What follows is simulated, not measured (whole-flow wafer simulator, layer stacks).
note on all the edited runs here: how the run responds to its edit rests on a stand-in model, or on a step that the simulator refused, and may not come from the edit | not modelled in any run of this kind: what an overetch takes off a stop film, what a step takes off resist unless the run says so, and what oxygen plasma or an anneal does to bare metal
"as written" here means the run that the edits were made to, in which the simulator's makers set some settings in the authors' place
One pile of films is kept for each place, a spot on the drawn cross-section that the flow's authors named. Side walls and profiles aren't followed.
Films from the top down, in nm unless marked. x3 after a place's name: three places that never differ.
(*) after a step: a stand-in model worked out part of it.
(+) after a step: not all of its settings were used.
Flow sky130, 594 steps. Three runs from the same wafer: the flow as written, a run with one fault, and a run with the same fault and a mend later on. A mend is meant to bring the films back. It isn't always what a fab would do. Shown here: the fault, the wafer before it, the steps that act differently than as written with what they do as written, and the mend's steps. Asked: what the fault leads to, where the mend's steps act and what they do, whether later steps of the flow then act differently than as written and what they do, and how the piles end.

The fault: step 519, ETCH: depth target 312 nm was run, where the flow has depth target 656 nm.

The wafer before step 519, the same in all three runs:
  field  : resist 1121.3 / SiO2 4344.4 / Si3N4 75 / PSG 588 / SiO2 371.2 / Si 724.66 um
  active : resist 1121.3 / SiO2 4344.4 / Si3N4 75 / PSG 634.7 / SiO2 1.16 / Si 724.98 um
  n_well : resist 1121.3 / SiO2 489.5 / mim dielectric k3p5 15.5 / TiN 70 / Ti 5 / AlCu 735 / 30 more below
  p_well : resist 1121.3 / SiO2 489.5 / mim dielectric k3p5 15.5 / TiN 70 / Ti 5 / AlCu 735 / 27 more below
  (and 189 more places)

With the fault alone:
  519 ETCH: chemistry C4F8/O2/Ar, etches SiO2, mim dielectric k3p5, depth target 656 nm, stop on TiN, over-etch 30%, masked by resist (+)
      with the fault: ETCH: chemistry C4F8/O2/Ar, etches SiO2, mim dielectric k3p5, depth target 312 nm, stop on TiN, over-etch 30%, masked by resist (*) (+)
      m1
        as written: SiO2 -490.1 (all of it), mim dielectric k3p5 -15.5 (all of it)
        with the fault: SiO2 -312
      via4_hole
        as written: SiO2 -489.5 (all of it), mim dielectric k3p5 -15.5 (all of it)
        with the fault: SiO2 -312
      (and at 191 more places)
  Later steps of the flow that act differently than as written (1 more step differs only slightly, by at most 2% or 0.5 nm, whichever is larger, and isn't shown):
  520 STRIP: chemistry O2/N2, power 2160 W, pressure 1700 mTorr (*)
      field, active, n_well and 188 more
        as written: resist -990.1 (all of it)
        with the fault: resist -1058.9 (all of it)
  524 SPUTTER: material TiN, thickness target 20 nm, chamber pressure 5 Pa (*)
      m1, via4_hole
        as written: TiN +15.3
        with the fault: TiN +16.7 (new film)
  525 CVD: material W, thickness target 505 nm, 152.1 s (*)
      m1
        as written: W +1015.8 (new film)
        with the fault: W +623.6 (new film)
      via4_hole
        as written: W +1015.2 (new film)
        with the fault: W +625.3 (new film)
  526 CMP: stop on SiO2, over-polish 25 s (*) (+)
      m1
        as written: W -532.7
        with the fault: W -335.9
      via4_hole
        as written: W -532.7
        with the fault: W -337.7
  At the end the piles differ from the flow's by more than 2% or 0.5 nm, whichever is larger, at m1, via4_hole.
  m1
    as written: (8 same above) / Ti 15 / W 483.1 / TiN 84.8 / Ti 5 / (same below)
    with the fault: (8 same above) / Ti 15 / W 287.6 / TiN 16.7 / SiO2 178.1 / mim dielectric k3p5 15.5 / TiN 70 / Ti 5 / (same below)
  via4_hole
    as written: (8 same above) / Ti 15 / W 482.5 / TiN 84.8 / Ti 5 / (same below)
    with the fault: (8 same above) / Ti 15 / W 287.6 / TiN 16.7 / SiO2 177.5 / mim dielectric k3p5 15.5 / TiN 70 / Ti 5 / (same below)

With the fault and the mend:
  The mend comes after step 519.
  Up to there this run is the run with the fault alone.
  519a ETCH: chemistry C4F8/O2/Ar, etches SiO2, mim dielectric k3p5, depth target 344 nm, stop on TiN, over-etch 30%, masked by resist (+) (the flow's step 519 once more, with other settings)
      field, active, n_well and 188 more
        resist -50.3
      m1
        SiO2 -178.1 (all of it), mim dielectric k3p5 -15.5 (all of it)
      via4_hole
        SiO2 -177.5 (all of it), mim dielectric k3p5 -15.5 (all of it)
  No later step of the flow acts differently than as written, at any place that is followed, by more than 2% or 0.5 nm, whichever is larger.
  At the end the piles are the same as the flow's at every place that both follow.
